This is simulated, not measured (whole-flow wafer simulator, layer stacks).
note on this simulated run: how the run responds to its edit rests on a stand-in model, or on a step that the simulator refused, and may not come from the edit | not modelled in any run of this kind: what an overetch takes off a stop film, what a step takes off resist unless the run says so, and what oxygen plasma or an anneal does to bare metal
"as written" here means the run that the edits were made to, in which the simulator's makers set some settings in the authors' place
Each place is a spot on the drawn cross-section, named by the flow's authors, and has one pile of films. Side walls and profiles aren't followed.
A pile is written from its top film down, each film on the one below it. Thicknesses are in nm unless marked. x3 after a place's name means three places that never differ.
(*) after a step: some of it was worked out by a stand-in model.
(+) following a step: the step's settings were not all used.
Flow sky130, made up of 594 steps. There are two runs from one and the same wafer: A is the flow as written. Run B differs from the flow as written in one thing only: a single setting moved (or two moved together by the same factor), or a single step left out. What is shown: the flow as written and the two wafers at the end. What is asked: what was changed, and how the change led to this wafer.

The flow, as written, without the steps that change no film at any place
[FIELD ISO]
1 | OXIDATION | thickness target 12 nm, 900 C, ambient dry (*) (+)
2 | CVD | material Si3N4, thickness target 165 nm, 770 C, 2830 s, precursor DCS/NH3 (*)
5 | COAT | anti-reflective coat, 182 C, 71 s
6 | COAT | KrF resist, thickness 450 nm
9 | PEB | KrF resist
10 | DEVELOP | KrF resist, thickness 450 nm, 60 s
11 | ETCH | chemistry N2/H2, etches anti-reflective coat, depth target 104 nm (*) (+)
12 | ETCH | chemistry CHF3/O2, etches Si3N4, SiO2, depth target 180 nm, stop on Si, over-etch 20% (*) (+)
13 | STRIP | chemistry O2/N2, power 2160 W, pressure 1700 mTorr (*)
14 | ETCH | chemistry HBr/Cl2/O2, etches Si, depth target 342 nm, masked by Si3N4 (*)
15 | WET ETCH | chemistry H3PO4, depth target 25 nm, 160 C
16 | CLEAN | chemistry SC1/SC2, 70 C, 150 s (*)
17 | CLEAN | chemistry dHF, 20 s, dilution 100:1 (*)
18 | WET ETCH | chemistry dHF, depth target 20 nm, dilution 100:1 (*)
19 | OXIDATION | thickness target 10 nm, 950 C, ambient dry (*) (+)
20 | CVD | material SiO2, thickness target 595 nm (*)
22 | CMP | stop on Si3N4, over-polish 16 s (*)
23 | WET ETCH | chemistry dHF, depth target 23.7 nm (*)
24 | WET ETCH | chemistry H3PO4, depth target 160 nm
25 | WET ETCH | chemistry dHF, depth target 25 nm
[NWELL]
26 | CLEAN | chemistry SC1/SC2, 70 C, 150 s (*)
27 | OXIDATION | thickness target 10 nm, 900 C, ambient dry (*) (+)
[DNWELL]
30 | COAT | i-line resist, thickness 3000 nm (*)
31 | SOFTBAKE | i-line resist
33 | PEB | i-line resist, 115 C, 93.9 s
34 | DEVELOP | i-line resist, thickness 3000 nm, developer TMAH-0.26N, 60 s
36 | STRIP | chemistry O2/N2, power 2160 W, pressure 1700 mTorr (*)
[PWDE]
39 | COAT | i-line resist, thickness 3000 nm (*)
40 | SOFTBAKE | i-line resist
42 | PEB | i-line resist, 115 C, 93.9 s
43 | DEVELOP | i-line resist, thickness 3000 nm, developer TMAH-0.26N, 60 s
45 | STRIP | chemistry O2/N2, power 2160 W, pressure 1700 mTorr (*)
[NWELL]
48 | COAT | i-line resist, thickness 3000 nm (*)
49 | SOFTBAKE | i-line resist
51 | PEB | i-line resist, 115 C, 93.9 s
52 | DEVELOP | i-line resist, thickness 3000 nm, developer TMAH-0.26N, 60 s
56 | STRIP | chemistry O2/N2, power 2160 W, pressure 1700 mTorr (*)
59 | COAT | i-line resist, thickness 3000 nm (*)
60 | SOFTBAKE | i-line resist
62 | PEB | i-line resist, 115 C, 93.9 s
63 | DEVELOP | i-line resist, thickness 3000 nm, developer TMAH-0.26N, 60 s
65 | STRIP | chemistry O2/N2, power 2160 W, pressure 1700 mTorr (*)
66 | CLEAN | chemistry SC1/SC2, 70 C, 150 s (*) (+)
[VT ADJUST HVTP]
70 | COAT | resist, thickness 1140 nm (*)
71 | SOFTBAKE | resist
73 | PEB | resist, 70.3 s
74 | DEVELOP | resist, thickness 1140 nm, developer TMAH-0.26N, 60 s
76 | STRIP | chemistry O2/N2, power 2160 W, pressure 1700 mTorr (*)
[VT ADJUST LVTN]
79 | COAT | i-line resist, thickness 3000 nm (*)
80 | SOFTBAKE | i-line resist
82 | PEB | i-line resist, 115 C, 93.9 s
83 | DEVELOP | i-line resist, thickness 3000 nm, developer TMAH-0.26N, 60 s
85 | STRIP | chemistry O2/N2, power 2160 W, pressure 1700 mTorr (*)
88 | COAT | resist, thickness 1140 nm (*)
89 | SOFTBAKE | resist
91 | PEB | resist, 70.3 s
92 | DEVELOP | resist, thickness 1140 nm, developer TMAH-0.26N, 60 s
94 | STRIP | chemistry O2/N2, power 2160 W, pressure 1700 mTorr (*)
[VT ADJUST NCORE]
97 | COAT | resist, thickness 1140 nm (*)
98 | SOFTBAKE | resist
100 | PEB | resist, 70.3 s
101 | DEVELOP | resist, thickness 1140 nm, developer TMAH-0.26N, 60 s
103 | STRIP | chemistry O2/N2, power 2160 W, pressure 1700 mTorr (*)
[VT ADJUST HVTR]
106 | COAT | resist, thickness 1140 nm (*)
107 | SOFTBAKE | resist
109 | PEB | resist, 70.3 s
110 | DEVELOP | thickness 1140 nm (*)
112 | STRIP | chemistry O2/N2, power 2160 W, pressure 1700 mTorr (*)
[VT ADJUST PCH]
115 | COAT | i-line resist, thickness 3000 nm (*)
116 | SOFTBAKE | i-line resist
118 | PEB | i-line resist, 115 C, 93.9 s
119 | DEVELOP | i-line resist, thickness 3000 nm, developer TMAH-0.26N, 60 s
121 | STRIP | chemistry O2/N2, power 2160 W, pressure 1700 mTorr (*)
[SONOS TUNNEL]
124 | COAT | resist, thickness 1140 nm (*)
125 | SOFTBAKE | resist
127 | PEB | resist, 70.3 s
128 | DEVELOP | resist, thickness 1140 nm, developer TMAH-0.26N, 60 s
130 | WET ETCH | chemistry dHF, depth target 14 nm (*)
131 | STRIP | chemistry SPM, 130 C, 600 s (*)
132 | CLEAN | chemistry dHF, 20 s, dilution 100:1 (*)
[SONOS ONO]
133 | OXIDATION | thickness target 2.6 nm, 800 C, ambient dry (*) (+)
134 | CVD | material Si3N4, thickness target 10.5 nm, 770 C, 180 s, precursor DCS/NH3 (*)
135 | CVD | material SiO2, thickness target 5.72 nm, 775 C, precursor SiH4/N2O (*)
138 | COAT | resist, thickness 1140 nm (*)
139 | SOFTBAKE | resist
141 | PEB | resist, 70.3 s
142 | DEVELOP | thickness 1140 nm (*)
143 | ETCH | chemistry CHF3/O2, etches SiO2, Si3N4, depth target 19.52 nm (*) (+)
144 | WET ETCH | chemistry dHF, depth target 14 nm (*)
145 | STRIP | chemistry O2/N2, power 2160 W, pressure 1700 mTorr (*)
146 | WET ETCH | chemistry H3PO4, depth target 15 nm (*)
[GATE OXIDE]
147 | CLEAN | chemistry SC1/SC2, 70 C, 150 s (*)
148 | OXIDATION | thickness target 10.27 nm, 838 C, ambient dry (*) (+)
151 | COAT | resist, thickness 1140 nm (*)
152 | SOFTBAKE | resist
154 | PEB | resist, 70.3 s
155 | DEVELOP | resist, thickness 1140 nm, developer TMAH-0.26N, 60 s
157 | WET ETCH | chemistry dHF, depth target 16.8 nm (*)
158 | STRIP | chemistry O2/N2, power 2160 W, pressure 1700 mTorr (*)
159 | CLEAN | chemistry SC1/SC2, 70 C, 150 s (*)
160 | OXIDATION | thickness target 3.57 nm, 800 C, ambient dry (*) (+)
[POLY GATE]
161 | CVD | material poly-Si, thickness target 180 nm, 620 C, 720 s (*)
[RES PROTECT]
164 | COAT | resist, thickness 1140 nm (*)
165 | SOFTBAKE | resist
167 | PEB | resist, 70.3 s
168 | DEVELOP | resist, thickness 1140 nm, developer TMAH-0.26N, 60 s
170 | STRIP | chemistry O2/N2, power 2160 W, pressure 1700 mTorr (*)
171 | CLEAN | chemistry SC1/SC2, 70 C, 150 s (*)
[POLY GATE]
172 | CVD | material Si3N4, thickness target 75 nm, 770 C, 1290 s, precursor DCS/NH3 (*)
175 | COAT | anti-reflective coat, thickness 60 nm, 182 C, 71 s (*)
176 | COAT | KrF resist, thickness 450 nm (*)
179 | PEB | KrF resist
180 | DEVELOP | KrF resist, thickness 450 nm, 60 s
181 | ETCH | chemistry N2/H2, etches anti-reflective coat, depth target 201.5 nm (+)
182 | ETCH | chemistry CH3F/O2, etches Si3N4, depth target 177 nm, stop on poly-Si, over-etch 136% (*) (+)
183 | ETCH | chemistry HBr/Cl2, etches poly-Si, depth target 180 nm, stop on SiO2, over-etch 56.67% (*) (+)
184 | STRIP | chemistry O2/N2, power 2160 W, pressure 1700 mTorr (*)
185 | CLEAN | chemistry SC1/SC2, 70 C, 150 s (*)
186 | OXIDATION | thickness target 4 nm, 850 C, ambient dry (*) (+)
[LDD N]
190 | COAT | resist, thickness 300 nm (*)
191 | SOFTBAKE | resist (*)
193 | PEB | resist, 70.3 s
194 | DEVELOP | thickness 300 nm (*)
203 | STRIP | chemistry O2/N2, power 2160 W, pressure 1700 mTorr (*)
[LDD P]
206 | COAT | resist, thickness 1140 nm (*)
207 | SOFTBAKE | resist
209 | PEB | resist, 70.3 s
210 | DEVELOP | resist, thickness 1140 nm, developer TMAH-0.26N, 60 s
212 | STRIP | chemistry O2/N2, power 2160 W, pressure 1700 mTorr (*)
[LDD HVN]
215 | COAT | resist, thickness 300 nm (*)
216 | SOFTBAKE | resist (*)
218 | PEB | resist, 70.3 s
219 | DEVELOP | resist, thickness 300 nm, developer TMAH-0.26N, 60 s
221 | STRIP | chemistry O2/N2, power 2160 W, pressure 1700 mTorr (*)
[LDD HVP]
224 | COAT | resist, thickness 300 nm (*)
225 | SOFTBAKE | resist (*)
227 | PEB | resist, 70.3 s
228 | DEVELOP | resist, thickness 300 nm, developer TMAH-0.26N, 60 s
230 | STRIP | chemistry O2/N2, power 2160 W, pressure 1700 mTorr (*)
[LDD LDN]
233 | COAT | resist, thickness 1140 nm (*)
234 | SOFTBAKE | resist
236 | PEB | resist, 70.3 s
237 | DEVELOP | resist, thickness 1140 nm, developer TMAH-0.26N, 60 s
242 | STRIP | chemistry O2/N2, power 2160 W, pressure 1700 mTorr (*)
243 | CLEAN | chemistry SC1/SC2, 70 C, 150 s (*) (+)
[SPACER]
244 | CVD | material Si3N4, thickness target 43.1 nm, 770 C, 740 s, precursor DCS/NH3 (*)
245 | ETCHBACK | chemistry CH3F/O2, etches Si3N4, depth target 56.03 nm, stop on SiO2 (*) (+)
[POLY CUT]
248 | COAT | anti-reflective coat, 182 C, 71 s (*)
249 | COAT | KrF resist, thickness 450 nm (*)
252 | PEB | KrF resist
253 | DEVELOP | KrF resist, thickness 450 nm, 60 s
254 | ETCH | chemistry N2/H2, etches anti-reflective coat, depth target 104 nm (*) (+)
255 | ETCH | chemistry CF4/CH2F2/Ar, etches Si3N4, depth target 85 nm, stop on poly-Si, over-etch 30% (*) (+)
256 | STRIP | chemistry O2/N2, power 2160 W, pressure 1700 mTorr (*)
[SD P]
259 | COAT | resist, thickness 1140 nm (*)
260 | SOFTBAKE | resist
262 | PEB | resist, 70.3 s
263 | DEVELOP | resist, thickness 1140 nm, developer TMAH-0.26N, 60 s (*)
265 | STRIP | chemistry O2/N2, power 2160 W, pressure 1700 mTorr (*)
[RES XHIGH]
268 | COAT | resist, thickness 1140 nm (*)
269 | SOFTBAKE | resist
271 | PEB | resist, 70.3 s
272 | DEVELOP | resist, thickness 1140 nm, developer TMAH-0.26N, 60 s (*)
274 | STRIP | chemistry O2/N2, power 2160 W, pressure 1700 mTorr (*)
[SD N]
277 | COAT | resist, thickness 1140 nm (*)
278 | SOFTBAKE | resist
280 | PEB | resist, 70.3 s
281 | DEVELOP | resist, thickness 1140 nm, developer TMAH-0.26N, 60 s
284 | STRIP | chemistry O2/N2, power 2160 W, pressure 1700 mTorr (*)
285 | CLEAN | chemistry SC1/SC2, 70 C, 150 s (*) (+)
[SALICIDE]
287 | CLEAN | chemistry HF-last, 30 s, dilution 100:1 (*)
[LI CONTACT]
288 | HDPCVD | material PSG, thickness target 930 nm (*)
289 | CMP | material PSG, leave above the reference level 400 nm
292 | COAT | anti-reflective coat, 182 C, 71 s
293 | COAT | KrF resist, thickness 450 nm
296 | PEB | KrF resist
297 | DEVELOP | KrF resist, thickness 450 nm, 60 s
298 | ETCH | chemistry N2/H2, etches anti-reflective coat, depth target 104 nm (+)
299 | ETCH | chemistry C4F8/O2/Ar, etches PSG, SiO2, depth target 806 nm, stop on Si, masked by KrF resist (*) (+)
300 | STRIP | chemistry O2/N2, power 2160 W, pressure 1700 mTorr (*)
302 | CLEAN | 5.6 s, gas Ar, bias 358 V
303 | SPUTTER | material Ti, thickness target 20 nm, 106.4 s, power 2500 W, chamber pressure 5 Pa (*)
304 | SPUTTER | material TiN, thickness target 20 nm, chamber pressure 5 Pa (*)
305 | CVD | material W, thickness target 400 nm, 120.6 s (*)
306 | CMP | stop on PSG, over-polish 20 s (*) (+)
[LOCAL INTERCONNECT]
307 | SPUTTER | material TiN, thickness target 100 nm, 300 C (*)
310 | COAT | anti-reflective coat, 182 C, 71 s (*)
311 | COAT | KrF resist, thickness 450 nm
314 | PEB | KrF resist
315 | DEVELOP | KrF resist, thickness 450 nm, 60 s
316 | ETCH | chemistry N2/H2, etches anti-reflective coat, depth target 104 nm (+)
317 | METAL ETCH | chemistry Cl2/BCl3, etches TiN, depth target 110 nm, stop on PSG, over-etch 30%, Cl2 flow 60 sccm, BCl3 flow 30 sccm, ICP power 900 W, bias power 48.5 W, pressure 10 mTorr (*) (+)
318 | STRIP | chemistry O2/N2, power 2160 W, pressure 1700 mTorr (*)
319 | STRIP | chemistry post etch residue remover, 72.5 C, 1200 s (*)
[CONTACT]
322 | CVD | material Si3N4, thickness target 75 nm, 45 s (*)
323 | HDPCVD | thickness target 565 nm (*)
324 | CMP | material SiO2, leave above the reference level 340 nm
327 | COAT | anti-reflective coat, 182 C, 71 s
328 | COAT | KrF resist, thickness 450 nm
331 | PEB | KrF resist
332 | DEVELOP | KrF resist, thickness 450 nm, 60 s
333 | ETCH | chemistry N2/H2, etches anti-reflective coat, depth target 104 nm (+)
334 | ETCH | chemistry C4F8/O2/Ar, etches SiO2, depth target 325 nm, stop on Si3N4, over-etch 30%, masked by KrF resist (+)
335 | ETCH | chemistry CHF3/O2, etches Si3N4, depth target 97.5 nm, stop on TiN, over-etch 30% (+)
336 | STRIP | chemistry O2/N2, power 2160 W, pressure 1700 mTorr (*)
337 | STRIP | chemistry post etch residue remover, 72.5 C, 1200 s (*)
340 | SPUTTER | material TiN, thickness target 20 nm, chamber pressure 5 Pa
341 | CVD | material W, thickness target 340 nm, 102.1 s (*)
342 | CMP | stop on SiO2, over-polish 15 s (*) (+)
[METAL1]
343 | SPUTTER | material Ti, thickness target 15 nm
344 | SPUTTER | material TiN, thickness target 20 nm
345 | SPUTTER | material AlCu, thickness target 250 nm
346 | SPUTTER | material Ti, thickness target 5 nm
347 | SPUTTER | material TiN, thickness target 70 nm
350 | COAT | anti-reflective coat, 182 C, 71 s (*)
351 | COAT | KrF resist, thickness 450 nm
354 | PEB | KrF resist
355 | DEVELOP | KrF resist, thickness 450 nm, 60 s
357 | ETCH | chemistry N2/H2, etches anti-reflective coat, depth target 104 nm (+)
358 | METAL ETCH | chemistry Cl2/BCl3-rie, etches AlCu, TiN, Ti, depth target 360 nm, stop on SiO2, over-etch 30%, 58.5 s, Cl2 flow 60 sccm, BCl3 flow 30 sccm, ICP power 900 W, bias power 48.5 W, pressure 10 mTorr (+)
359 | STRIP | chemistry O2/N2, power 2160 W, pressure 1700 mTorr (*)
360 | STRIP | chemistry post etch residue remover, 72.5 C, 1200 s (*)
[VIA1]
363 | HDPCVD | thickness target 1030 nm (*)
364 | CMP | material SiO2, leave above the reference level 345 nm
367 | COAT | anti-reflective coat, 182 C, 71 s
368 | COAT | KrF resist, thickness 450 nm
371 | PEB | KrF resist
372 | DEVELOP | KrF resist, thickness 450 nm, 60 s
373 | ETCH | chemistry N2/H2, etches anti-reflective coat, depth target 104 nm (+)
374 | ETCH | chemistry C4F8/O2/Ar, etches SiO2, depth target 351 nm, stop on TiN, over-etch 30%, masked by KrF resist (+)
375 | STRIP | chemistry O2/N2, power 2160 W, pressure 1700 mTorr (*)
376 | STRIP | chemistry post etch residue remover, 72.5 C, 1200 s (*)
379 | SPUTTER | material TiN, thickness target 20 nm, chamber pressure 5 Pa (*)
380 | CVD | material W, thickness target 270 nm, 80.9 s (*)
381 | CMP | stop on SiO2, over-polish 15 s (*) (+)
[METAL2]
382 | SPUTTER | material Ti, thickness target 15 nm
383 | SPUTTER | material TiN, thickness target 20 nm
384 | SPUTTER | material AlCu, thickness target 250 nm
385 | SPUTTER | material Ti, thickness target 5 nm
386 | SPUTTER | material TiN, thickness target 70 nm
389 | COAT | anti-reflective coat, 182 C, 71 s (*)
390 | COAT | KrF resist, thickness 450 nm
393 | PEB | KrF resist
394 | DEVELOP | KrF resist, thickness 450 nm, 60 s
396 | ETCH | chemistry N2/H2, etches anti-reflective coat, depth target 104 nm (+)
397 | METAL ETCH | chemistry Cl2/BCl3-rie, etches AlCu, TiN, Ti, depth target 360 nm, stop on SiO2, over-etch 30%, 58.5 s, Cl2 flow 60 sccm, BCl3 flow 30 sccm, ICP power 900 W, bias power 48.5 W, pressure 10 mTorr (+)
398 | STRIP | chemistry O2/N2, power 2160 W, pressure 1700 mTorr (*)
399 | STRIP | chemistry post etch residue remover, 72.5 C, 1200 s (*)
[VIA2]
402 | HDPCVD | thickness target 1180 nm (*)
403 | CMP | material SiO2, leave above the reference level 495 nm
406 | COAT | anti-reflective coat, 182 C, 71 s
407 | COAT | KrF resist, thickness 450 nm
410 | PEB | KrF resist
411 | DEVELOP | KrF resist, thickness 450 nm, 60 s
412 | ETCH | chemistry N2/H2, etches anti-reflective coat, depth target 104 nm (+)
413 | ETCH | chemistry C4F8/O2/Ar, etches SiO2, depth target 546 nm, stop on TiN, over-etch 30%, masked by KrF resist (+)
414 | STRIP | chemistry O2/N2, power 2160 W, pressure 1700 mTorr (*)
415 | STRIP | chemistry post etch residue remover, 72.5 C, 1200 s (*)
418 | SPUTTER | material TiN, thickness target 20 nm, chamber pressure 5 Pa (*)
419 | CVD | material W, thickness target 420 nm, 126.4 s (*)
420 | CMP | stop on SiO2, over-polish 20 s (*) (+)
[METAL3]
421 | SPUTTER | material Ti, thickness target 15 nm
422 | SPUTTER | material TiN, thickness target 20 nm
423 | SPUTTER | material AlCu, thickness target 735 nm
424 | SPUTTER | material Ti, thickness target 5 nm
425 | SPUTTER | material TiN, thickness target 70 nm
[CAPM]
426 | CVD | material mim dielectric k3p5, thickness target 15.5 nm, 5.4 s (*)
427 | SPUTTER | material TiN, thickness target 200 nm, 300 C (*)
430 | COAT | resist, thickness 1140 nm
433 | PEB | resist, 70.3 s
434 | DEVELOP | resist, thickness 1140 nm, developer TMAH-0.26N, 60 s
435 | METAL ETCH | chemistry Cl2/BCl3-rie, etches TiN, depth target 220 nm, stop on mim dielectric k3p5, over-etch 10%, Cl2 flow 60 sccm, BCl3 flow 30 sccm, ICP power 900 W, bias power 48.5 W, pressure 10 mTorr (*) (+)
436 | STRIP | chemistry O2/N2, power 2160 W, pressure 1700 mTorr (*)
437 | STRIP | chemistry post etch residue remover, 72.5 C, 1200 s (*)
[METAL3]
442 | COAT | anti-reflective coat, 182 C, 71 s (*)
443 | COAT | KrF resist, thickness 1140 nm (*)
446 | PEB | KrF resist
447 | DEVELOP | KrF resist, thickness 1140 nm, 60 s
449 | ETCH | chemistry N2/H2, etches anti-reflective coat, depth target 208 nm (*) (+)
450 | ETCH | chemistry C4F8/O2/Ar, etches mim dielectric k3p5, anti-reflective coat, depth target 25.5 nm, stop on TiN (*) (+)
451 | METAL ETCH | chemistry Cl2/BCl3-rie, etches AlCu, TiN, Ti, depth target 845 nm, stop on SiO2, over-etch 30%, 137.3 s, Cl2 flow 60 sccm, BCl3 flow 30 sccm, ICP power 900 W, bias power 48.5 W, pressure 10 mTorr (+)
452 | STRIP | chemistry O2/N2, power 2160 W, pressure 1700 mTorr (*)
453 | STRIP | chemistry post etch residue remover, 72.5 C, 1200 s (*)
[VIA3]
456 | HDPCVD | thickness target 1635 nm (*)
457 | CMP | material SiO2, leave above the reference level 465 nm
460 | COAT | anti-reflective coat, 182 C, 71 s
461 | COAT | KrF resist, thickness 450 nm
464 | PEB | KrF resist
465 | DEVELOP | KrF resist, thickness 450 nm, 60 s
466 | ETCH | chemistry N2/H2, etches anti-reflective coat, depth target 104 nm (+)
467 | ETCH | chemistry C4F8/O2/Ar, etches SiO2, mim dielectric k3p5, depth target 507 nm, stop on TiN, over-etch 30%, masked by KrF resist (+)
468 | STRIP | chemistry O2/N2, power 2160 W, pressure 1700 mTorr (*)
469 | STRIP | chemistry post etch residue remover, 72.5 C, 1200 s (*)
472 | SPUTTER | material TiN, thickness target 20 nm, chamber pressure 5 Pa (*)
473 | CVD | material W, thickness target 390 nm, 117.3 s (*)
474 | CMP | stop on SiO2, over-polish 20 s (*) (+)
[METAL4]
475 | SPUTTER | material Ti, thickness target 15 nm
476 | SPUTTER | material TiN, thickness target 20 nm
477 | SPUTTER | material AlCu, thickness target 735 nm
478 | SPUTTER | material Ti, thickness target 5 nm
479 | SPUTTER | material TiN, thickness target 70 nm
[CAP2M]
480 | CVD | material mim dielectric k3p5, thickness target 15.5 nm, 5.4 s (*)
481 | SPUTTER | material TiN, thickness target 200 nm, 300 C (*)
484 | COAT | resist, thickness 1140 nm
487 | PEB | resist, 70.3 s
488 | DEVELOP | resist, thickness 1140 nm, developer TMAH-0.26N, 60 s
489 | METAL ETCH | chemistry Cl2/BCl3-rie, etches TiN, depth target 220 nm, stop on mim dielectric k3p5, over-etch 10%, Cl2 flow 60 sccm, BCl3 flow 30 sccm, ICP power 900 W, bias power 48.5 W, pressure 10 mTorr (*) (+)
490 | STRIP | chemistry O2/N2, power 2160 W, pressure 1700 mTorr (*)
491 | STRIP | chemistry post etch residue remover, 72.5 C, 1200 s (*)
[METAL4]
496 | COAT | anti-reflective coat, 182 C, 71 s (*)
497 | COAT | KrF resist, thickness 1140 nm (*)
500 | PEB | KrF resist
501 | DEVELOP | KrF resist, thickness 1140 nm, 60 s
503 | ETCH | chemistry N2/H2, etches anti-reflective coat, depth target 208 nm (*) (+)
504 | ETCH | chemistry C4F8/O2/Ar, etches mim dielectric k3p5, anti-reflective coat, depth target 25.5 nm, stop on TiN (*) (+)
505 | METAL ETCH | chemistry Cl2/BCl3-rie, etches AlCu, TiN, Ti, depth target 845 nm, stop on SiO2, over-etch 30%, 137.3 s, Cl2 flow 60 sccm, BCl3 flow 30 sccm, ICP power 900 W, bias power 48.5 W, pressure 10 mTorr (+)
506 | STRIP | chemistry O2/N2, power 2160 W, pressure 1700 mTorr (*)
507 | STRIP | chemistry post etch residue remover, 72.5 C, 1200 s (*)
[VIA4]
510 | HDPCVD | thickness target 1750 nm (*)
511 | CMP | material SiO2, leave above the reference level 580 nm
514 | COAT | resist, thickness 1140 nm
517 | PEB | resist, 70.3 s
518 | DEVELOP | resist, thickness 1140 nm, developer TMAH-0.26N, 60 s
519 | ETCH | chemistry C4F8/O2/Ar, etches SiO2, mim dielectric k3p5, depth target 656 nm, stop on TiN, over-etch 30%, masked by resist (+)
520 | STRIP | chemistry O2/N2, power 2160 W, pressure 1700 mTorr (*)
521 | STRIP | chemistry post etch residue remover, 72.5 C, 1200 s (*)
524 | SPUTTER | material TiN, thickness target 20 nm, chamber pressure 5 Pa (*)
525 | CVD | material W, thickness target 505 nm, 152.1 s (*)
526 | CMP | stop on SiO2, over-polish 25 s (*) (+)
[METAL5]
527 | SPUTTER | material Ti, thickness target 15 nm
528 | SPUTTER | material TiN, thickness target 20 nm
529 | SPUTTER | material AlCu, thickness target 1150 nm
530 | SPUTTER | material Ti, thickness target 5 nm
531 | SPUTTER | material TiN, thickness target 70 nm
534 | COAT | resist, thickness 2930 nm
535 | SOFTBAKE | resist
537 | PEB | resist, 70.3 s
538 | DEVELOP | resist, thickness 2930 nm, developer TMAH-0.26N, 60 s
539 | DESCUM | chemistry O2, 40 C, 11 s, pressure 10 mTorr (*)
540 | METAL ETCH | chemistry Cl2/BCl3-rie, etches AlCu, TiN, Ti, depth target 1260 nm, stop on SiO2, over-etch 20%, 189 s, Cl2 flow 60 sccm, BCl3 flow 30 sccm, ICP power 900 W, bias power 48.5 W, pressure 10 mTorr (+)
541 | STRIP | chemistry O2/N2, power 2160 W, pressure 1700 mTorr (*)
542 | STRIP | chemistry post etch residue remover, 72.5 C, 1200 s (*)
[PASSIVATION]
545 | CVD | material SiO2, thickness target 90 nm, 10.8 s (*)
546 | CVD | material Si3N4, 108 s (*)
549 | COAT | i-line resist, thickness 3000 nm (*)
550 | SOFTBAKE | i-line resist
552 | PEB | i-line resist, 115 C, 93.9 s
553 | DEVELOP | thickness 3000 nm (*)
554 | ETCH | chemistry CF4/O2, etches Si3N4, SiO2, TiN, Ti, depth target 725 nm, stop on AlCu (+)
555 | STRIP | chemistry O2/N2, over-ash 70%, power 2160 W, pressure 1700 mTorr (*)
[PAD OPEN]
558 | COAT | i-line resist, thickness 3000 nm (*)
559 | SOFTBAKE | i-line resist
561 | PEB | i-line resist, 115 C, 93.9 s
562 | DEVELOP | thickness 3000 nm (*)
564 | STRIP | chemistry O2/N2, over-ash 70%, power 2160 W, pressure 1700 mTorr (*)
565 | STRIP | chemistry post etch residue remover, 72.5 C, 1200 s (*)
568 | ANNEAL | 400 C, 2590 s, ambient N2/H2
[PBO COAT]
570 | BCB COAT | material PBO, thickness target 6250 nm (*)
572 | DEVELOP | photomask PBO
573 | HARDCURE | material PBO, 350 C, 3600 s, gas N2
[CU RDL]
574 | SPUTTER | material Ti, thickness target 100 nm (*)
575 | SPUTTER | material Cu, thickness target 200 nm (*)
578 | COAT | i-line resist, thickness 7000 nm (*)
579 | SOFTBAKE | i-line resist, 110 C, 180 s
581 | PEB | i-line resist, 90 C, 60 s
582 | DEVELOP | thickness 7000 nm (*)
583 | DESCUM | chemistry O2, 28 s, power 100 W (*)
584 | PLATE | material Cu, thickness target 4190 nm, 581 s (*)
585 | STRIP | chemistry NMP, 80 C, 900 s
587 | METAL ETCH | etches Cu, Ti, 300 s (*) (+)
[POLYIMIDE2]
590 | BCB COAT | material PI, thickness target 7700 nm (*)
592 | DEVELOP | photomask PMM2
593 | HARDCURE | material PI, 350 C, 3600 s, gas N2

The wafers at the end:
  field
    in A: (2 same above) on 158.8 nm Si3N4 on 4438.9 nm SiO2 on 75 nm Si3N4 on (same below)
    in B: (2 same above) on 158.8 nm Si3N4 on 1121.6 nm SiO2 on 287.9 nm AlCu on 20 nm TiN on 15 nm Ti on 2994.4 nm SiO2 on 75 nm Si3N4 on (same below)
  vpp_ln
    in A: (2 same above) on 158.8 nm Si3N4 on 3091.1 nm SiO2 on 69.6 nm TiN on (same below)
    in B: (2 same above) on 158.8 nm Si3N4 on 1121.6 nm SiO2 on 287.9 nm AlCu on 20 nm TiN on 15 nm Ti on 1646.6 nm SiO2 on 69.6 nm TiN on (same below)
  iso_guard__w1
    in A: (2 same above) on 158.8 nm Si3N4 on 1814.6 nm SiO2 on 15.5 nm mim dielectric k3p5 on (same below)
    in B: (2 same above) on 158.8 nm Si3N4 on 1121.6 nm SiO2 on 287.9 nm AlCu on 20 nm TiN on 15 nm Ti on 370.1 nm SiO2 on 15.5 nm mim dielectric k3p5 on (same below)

What caused this: step 505, METAL ETCH: depth target 397.2 nm was run, though the flow has depth target 845 nm; step 505, METAL ETCH: 64.5 s was run, where the flow has 137.3 s.

Step by step, how the change led to this:
  505 | METAL ETCH | chemistry Cl2/BCl3-rie, etches AlCu, TiN, Ti, depth target 845 nm, stop on SiO2, over-etch 30%, 137.3 s, Cl2 flow 60 sccm, BCl3 flow 30 sccm, ICP power 900 W, bias power 48.5 W, pressure 10 mTorr (+)
      field, gate, spacer and 68 more: A -70 TiN (all of it), -5 Ti (all of it), -735 AlCu (all of it), -20 TiN (all of it), -15 Ti (all of it), -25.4 SiO2 | B -70 TiN (all of it), -5 Ti (all of it), -441.4 AlCu
      active, vpp_iso1, mim_edge_plate and 14 more: A -70 TiN (all of it), -5 Ti (all of it), -735 AlCu (all of it), -20 TiN (all of it), -15 Ti (all of it), -25.3 SiO2 | B -70 TiN (all of it), -5 Ti (all of it), -441.4 AlCu
      (as well as at 105 more places)
  506 | STRIP | chemistry O2/N2, power 2160 W, pressure 1700 mTorr (*)
      gate_hv, mim, dice_street and 76 more: A -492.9 KrF resist (all of it), -80 anti-reflective coat (all of it) | B -784 KrF resist (all of it), -80 anti-reflective coat (all of it)
      n_well, p_well, sd_n, sd_p, pad, mim_edge_plate_strap, mim_edge_gap_sheet: A -492.9 KrF resist (all of it), -80 anti-reflective coat (all of it) | B -783.9 KrF resist (all of it), -80 anti-reflective coat (all of it)
      (as well as at 19 more places)
  507 | STRIP | chemistry post etch residue remover, 72.5 C, 1200 s (*)
      field, active, gate and 85 more: A nothing | B -5.72 AlCu
  510 | HDPCVD | thickness target 1750 nm (*)
      field, active, gate and 85 more: A +1750 SiO2 | B +1750 SiO2 (new film)
  511 | CMP | material SiO2, leave above the reference level 580 nm
      field, active, gate and 77 more: A -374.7 SiO2 | B -722.9 SiO2
      iso_guard__w1, mim_edge_gap, vpp_l1ln, vpp_m3ln, rpm_encl, via2_enc, rpm_encl_psd, iso_guard_nsd_tip: A -374.6 SiO2 | B -722.9 SiO2
Taking metal films that touch as one body, field has 1 body; the flow as written gives 0 bodies.
Taking metal films that touch as one body, vpp_ln has 3 bodies (between them, from the top down: SiO2 1646.6; SiO2 267.2); the flow as written gives 2 bodies (between them, from the top down: SiO2 267.2).
Taking metal films that touch as one body, iso_guard__w1 has 2 bodies (between them, from the top down: SiO2 370.1 / mim dielectric k3p5 15.5); the flow as written gives 1 body.
